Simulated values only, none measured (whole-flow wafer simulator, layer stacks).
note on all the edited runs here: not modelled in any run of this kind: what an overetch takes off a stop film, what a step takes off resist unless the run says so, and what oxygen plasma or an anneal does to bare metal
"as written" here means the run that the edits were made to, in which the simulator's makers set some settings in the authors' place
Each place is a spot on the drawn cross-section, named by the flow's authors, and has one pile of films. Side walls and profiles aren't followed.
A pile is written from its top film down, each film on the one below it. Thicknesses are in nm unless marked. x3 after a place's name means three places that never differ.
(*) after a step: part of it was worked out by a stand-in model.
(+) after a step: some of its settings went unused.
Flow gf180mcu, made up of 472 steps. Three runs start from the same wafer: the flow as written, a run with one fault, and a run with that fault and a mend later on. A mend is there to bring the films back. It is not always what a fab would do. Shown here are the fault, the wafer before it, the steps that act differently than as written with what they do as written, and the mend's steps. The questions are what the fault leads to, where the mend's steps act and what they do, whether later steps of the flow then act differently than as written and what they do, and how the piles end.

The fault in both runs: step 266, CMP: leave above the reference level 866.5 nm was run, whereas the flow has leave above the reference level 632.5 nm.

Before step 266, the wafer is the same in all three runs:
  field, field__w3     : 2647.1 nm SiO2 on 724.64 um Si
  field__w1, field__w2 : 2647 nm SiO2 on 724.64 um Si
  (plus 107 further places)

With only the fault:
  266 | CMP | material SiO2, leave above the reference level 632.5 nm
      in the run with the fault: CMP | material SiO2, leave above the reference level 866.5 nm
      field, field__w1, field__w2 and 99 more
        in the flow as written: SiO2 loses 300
        in the run with the fault: SiO2 loses 66
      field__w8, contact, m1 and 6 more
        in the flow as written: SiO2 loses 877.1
        in the run with the fault: SiO2 loses 643.1
  Later steps of the flow acting differently than as written:
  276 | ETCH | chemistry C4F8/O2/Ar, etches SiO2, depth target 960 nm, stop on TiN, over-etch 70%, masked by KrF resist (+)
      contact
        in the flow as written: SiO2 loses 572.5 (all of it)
        in the run with the fault: SiO2 loses 806.5 (all of it)
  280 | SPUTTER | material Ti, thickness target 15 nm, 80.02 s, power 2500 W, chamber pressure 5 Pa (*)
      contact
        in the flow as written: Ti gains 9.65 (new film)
        in the run with the fault: Ti gains 8.43 (new film)
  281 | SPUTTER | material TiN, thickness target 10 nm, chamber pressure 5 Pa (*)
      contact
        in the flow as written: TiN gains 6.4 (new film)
        in the run with the fault: TiN gains 5.59 (new film)
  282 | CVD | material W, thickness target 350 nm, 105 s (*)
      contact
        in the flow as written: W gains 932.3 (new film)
        in the run with the fault: W gains 1168.3 (new film)
  By the end, the piles at field, field__w1, field__w2 and 109 more depart from the flow's by more than 2% or 0.5 nm, whichever is larger.
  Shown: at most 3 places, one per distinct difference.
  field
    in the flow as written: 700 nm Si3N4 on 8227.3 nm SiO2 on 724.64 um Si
    in the run with the fault: 700 nm Si3N4 on 8461.3 nm SiO2 on 724.64 um Si
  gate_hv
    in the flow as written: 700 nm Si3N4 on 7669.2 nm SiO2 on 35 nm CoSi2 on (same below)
    in the run with the fault: 700 nm Si3N4 on 7903.2 nm SiO2 on 35 nm CoSi2 on (same below)
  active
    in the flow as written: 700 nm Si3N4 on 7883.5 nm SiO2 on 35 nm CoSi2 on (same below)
    in the run with the fault: 700 nm Si3N4 on 8117.5 nm SiO2 on 35 nm CoSi2 on (same below)

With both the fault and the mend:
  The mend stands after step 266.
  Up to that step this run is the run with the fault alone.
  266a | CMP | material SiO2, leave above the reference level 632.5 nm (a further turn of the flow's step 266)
      field, field__w1, field__w2 and 108 more
        SiO2 loses 234
  None of the later steps of the flow acts differently than as written at any place that is followed.
  By the end, the piles equal the flow's at every place that both follow.
